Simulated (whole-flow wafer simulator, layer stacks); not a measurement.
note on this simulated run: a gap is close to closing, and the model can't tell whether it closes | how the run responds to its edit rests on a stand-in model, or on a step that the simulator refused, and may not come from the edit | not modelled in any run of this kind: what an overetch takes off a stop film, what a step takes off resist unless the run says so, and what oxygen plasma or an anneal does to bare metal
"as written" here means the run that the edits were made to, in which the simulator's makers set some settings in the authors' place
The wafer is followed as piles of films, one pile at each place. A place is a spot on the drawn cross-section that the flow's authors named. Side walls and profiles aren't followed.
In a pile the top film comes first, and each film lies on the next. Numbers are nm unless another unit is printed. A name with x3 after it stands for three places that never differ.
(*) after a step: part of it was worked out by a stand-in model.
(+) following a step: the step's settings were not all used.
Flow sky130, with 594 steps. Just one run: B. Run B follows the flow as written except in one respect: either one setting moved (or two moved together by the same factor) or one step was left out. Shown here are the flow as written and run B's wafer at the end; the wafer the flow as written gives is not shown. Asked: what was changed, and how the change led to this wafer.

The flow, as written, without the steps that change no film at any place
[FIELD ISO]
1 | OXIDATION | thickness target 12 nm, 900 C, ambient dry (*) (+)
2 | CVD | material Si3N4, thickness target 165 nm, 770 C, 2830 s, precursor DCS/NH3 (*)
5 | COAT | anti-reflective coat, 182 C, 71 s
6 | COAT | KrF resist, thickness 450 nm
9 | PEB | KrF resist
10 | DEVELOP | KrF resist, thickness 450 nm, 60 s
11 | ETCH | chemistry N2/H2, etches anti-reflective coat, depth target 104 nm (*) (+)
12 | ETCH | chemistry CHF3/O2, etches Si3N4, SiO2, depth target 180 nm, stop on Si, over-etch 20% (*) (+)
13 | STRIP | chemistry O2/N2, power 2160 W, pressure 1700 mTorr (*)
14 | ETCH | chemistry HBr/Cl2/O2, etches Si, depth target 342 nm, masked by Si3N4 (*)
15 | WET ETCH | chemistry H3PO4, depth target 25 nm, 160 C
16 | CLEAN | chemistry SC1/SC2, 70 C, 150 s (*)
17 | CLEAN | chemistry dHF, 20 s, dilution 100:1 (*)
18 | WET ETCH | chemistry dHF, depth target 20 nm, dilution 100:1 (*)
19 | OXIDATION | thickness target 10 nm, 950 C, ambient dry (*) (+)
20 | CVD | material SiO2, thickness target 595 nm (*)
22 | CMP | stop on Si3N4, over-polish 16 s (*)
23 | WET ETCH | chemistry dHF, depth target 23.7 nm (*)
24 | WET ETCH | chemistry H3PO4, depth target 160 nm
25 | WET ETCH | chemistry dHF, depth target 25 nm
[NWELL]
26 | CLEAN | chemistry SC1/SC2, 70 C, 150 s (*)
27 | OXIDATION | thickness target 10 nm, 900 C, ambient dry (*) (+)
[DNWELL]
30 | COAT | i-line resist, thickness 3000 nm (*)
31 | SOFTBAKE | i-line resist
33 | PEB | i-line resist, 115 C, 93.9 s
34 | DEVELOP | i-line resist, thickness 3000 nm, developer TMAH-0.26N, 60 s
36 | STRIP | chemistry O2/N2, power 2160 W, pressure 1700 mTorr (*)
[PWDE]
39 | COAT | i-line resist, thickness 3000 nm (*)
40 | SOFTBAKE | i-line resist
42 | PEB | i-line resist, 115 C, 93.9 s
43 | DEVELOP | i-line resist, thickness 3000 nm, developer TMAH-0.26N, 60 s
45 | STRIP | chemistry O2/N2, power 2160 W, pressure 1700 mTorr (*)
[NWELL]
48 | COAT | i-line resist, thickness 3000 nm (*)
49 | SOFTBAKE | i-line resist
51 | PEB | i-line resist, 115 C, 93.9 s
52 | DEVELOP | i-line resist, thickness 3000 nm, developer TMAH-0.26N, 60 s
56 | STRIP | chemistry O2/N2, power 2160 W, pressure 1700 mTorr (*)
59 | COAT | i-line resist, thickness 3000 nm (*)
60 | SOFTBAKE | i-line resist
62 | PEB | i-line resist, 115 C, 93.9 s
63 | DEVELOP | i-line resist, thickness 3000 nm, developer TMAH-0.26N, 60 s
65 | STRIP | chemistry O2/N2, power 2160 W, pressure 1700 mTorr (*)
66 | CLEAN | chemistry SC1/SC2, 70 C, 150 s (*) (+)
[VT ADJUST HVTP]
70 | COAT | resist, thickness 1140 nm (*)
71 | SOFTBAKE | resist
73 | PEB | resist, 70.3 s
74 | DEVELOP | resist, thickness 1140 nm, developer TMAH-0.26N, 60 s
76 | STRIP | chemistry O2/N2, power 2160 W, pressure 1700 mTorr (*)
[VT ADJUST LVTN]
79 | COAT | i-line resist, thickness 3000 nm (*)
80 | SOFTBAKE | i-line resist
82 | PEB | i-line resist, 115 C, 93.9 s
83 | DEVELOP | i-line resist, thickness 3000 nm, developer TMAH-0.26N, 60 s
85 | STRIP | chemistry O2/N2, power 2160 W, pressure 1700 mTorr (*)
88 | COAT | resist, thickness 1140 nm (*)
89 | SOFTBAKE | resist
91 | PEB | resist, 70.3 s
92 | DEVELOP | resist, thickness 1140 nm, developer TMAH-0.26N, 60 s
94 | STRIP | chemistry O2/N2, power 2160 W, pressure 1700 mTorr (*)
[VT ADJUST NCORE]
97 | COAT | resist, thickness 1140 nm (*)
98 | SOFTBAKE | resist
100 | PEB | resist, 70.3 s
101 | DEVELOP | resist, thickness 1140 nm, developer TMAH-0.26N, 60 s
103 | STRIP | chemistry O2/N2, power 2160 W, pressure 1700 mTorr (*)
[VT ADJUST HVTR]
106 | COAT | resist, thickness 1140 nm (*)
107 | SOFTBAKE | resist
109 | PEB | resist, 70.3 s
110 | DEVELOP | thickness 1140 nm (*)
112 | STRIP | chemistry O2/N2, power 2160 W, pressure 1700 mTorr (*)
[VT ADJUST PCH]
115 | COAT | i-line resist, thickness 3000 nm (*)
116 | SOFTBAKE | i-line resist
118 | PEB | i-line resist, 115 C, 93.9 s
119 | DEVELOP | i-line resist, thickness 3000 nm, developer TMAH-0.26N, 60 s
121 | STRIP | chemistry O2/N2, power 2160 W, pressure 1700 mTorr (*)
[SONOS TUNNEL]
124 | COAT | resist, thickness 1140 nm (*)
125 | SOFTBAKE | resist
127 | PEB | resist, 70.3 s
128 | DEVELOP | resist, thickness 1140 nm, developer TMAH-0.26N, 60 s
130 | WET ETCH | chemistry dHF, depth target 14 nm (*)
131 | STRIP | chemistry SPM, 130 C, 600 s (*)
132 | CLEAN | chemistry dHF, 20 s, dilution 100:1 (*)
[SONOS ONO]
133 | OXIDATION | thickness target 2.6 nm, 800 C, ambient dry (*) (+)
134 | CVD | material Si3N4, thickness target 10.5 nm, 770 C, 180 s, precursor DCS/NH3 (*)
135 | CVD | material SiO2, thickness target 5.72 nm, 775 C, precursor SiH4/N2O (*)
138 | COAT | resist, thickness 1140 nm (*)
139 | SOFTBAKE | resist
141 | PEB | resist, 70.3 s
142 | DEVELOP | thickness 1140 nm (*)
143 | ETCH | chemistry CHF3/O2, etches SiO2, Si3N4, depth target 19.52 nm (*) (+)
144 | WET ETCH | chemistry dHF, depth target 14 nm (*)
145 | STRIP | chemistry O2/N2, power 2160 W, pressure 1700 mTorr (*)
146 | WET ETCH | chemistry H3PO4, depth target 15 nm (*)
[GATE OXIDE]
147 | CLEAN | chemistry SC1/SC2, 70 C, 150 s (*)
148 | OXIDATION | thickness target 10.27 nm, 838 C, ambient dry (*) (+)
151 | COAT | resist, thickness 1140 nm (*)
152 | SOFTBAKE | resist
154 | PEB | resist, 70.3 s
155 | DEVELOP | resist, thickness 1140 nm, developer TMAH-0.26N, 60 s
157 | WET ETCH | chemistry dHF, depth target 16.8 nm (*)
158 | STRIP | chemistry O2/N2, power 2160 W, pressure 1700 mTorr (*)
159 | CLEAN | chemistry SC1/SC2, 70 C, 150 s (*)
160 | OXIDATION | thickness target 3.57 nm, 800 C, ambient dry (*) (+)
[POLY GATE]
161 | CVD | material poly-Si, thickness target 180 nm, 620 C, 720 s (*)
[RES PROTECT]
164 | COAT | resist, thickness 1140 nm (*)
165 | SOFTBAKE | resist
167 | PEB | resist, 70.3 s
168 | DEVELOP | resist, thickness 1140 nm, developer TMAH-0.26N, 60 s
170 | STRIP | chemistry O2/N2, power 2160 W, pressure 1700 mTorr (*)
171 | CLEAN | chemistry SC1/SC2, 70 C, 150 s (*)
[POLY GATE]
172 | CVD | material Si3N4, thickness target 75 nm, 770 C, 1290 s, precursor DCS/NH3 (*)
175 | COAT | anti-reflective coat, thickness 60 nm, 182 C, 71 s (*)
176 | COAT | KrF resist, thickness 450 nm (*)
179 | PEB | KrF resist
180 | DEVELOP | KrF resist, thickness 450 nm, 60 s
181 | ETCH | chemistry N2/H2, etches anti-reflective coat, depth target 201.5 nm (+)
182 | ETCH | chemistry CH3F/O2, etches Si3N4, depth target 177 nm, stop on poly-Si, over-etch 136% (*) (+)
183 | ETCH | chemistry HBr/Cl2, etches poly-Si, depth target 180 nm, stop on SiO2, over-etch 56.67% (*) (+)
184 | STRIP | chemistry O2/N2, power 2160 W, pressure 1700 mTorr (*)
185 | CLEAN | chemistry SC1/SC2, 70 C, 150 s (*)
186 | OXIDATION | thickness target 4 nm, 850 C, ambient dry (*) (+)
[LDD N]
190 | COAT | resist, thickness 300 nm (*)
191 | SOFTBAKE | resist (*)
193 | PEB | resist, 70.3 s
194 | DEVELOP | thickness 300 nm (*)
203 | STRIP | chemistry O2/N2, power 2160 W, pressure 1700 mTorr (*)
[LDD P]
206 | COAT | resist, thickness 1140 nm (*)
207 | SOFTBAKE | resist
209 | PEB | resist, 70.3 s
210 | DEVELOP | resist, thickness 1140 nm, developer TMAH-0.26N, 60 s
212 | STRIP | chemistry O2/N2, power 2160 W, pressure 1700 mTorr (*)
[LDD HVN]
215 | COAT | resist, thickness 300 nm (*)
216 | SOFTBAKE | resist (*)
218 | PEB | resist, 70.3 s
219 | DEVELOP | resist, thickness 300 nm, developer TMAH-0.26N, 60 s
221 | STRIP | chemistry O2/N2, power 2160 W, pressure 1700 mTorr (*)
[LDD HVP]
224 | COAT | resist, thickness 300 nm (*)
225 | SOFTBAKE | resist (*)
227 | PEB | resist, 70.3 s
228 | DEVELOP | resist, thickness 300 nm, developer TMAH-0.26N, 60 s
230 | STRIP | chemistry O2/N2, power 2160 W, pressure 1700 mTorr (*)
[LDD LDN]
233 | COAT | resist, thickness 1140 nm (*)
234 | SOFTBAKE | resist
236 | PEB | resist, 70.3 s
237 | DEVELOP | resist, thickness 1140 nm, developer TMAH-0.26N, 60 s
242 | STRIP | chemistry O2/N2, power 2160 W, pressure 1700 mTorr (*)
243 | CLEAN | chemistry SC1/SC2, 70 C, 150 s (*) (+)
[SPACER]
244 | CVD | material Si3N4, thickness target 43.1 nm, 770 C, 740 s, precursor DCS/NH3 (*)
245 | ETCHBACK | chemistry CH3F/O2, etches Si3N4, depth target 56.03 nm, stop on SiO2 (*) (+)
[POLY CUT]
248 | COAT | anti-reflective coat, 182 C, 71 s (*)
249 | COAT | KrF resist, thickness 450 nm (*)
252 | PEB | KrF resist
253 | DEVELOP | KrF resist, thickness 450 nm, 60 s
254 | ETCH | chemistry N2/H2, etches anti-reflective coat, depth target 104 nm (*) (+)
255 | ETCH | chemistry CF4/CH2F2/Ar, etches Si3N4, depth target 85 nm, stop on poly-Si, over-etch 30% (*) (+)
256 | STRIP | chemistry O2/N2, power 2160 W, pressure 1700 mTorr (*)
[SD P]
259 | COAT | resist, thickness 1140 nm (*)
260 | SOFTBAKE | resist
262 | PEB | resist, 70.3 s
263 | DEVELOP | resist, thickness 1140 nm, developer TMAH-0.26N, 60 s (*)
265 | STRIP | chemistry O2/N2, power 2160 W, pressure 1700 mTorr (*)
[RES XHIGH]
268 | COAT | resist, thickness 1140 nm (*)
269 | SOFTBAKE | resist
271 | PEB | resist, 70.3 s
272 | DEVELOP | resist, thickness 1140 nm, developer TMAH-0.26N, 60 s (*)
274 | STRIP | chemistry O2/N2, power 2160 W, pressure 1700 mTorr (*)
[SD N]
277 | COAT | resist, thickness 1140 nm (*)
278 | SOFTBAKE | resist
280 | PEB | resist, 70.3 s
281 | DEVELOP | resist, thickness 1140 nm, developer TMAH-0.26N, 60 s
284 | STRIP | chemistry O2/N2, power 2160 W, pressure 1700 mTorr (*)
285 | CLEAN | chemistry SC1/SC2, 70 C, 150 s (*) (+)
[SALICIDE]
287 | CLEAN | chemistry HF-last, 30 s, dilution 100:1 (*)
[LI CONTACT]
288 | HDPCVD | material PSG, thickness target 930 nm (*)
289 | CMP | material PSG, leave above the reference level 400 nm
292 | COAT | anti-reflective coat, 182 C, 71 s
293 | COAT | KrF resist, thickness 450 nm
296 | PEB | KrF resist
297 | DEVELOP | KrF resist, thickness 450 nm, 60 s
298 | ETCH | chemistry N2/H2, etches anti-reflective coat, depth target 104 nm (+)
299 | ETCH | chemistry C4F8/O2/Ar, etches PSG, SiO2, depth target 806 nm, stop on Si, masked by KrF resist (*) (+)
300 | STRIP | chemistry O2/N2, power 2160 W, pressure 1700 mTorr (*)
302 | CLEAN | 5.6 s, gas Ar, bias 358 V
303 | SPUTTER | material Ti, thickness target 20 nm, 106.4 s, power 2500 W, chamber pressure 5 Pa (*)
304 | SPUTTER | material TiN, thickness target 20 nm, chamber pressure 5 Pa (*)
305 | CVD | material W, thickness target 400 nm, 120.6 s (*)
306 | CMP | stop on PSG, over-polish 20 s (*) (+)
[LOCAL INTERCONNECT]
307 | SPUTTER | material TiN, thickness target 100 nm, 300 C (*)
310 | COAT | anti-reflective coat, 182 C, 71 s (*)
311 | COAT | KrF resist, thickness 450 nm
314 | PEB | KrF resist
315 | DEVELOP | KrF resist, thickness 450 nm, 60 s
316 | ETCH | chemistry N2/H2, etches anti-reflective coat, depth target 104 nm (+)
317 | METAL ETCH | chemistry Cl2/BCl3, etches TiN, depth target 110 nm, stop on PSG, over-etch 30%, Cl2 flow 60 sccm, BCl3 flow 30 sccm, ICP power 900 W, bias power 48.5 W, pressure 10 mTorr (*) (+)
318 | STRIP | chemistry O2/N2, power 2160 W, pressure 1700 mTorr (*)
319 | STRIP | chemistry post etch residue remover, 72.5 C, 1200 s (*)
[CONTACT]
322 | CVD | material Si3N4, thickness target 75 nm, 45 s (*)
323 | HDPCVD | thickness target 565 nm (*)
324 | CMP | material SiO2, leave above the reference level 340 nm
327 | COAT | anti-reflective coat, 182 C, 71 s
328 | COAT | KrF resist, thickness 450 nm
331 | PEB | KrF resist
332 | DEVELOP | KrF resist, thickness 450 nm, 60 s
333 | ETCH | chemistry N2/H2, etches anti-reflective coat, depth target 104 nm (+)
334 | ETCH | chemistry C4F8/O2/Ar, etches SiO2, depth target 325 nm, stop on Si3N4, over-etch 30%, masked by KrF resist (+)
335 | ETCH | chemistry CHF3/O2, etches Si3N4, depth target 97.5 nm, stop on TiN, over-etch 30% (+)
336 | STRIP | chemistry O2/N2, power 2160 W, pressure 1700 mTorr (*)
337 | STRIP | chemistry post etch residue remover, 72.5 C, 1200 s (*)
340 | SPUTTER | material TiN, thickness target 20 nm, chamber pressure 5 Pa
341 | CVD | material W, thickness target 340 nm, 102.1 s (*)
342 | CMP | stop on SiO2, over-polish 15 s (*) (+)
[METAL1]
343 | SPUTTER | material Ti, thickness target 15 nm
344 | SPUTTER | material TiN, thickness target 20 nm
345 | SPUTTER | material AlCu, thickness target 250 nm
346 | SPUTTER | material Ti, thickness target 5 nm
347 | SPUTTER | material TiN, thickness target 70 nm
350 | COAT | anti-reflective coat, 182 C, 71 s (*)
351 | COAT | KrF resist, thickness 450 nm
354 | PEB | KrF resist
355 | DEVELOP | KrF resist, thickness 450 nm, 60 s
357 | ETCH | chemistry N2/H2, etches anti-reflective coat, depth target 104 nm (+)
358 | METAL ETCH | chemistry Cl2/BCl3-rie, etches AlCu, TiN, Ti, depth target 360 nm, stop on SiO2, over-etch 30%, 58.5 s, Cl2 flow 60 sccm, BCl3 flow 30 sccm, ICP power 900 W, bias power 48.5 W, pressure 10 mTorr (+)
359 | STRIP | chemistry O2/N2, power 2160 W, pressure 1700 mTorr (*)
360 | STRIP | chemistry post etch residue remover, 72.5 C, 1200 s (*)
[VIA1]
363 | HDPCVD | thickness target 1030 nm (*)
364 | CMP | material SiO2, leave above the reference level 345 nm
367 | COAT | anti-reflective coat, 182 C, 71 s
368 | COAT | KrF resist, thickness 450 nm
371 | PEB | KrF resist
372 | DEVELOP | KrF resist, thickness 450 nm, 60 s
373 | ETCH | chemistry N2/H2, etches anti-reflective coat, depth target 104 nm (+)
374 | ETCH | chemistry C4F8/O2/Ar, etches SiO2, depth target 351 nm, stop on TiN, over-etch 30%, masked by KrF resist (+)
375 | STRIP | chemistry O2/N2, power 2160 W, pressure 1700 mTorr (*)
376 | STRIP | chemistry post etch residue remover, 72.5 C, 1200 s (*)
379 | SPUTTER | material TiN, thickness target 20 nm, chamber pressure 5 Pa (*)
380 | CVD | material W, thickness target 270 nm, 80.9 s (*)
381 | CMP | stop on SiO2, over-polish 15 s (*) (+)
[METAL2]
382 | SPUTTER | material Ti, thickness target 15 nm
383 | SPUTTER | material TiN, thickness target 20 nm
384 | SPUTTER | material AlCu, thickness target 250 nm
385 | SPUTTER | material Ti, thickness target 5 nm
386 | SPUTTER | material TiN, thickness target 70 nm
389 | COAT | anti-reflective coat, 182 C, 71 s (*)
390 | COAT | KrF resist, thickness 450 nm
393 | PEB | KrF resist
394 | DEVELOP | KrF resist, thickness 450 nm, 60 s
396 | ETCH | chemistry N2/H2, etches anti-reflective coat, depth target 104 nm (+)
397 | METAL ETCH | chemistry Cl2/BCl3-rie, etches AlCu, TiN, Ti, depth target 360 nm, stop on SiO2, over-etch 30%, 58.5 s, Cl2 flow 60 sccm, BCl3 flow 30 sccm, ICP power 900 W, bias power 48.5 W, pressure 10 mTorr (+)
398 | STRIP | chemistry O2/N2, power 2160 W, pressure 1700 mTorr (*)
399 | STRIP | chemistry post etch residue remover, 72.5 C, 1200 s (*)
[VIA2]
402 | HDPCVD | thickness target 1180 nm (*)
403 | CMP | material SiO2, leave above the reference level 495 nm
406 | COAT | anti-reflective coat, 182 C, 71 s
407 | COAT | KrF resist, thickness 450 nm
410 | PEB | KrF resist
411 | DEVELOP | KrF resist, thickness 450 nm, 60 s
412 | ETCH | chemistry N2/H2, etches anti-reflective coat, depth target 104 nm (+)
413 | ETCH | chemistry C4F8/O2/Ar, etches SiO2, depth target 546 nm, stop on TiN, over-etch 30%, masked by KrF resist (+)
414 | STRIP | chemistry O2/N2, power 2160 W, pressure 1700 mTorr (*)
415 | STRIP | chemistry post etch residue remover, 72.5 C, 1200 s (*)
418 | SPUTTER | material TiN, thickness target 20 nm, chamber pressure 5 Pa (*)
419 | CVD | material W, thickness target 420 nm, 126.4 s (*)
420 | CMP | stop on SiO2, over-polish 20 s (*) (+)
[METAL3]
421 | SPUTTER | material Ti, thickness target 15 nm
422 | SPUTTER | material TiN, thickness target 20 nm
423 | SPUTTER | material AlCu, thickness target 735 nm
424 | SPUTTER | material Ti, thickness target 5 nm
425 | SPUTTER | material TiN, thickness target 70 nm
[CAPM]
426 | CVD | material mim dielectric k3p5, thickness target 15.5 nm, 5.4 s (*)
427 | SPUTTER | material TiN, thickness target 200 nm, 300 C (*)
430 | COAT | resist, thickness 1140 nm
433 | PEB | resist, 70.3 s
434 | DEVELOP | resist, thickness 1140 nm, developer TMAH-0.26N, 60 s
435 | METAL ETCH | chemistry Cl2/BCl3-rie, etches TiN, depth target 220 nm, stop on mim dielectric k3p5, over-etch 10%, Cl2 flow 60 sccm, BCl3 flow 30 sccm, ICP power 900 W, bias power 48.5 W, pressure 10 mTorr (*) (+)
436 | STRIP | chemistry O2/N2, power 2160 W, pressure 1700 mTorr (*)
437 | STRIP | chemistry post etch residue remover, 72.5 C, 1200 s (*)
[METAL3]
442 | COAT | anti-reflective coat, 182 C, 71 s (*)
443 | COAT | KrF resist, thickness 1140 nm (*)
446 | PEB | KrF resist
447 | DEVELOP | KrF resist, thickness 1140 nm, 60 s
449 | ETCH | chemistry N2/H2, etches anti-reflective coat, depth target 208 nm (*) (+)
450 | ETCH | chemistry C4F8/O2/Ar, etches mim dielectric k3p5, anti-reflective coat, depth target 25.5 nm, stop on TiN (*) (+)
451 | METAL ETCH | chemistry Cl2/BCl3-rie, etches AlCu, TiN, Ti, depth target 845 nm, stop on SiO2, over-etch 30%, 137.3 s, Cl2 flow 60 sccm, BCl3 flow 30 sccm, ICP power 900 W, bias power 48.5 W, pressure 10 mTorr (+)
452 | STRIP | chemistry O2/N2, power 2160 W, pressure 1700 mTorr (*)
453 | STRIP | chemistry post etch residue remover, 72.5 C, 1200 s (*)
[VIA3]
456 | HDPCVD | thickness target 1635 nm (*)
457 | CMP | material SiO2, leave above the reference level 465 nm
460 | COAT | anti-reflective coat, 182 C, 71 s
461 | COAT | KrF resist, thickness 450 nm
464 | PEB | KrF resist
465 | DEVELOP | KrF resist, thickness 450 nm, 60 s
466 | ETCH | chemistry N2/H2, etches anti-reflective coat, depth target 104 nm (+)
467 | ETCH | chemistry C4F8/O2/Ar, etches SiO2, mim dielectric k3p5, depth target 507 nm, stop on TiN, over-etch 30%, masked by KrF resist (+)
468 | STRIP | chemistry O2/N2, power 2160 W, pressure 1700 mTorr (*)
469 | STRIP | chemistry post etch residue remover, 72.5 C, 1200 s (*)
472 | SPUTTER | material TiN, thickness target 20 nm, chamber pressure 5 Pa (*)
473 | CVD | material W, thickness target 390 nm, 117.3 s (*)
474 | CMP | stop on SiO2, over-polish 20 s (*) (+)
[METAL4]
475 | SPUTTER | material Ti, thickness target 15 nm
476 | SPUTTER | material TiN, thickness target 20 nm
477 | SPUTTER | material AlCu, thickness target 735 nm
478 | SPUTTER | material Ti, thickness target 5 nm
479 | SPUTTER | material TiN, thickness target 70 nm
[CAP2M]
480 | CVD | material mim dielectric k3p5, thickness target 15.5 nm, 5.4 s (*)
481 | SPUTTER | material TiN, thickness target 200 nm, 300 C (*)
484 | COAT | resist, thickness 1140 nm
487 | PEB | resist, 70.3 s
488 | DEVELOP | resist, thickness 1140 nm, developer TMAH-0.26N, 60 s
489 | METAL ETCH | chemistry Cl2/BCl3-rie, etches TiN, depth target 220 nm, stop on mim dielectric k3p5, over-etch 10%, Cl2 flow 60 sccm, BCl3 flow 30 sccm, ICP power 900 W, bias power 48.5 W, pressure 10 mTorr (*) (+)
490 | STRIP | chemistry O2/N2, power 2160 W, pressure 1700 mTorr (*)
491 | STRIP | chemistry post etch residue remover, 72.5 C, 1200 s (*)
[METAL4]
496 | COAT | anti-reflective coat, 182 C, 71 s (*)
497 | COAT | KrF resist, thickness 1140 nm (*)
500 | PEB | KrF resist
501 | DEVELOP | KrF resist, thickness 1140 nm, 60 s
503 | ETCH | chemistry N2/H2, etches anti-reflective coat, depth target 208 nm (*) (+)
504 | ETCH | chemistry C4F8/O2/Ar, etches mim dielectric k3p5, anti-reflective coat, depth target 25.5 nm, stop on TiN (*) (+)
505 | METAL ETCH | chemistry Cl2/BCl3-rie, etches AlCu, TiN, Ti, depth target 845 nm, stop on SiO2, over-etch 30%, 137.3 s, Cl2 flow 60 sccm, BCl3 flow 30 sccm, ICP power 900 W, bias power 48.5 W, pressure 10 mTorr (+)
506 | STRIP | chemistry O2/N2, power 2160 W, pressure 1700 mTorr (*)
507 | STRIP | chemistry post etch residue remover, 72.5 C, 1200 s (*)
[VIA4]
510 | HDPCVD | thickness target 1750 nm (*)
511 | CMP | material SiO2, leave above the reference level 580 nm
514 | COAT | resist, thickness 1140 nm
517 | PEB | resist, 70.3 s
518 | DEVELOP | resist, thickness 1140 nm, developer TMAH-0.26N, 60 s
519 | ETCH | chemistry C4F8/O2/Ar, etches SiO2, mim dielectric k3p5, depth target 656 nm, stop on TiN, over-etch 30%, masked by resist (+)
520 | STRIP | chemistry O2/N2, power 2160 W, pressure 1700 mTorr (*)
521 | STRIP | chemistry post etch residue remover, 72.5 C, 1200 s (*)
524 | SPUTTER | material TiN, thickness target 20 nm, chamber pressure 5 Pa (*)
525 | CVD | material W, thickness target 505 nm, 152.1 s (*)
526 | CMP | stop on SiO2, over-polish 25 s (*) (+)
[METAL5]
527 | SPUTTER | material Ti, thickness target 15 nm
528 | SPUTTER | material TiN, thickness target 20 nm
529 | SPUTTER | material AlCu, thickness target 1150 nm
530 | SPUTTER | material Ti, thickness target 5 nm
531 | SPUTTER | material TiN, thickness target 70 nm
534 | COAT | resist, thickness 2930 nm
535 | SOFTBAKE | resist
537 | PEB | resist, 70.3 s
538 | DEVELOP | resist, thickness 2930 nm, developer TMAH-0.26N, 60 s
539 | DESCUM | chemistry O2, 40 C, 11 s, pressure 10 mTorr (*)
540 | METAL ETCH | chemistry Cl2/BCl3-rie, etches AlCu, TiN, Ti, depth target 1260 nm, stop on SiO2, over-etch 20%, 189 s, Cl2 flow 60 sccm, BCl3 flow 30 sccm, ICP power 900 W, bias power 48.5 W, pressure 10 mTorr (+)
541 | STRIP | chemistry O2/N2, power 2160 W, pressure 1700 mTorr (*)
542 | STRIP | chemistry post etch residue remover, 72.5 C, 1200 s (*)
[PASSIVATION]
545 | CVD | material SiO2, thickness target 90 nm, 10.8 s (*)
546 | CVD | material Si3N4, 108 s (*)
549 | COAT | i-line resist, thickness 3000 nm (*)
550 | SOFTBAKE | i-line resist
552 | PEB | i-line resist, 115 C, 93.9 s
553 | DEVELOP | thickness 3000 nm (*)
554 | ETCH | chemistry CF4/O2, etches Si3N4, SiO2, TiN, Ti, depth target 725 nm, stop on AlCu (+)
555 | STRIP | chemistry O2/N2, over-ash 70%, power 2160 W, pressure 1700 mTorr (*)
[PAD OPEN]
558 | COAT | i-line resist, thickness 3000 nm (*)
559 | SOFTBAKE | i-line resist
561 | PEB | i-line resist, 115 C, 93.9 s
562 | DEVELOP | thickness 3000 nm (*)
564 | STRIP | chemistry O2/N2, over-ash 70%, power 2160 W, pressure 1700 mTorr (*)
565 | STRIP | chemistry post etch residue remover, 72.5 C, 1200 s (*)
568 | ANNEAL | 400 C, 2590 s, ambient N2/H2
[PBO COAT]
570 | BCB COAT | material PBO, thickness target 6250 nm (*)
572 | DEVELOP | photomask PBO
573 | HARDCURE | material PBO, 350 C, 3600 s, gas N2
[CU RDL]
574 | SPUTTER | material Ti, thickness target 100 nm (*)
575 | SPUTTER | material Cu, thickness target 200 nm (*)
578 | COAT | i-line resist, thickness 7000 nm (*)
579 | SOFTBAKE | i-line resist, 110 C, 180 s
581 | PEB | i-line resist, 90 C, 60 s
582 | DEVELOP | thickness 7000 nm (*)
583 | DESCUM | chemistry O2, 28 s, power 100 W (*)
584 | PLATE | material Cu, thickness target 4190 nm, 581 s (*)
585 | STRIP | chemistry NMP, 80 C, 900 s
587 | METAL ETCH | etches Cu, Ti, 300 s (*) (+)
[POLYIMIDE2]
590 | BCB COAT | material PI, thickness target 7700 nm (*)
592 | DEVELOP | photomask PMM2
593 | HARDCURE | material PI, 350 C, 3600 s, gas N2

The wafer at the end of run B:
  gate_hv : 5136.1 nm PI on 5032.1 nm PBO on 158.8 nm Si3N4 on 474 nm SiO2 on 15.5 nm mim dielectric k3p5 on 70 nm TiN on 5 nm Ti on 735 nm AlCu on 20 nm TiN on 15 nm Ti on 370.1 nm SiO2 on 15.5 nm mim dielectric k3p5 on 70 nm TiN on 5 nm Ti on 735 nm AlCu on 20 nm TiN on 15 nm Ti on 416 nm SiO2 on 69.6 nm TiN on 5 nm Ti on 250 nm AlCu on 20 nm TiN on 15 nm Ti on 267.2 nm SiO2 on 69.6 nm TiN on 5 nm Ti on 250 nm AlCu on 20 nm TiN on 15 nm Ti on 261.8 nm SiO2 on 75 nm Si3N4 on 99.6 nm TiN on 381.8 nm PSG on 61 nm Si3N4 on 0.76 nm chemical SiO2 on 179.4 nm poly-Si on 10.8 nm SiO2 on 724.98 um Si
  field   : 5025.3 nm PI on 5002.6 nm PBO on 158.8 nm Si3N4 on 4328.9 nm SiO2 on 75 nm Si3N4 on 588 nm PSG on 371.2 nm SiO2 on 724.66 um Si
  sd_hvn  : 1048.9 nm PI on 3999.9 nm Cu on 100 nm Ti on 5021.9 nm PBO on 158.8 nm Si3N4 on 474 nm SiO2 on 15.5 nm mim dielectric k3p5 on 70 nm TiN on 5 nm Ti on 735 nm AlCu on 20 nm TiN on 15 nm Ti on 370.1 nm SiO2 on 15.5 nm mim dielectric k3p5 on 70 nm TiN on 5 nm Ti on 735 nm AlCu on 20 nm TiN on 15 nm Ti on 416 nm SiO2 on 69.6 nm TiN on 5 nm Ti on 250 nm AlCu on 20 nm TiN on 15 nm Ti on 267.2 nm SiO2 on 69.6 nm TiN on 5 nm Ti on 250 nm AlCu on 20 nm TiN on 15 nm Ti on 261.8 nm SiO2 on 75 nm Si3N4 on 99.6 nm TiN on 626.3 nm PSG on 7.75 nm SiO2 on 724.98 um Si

What caused this: step 511, CMP: leave above the reference level 470 nm was run, whereas the flow has leave above the reference level 580 nm.

How this came from the change, step by step:
  511 | CMP | material SiO2, leave above the reference level 580 nm
      n_well, p_well, gate_hv and 99 more: SiO2 loses 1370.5 (as written it would have been: SiO2 loses 1260.5)
      field, active, gate and 77 more: SiO2 loses 484.7 (as written it would have been: SiO2 loses 374.7)
      (and at 11 other places as well)
  519 | ETCH | chemistry C4F8/O2/Ar, etches SiO2, mim dielectric k3p5, depth target 656 nm, stop on TiN, over-etch 30%, masked by resist (+)
      field, active, n_well and 188 more: resist loses 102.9 (as written it would have been: resist loses 131.2)
      m1: SiO2 loses 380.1 (all of it), mim dielectric k3p5 loses 15.5 (all of it) (as written it would have been: SiO2 loses 490.1 (all of it), mim dielectric k3p5 loses 15.5 (all of it))
      (and at 1 other place as well)
  520 | STRIP | chemistry O2/N2, power 2160 W, pressure 1700 mTorr (*)
      field, active, n_well and 188 more: resist loses 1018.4 (all of it) (as written it would have been: resist loses 990.1 (all of it))
  524 | SPUTTER | material TiN, thickness target 20 nm, chamber pressure 5 Pa (*)
      m1, via4_hole: TiN gains 16 (as written it would have been: TiN gains 15.3)
  525 | CVD | material W, thickness target 505 nm, 152.1 s (*)
      m1: W gains 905 (new film) (as written it would have been: W gains 1015.8 (new film))
      via4_hole: W gains 708.5 (new film) (as written it would have been: W gains 1015.2 (new film))
  526 | CMP | stop on SiO2, over-polish 25 s (*) (+)
      via4_hole: W loses 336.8 (as written it would have been: W loses 532.7)
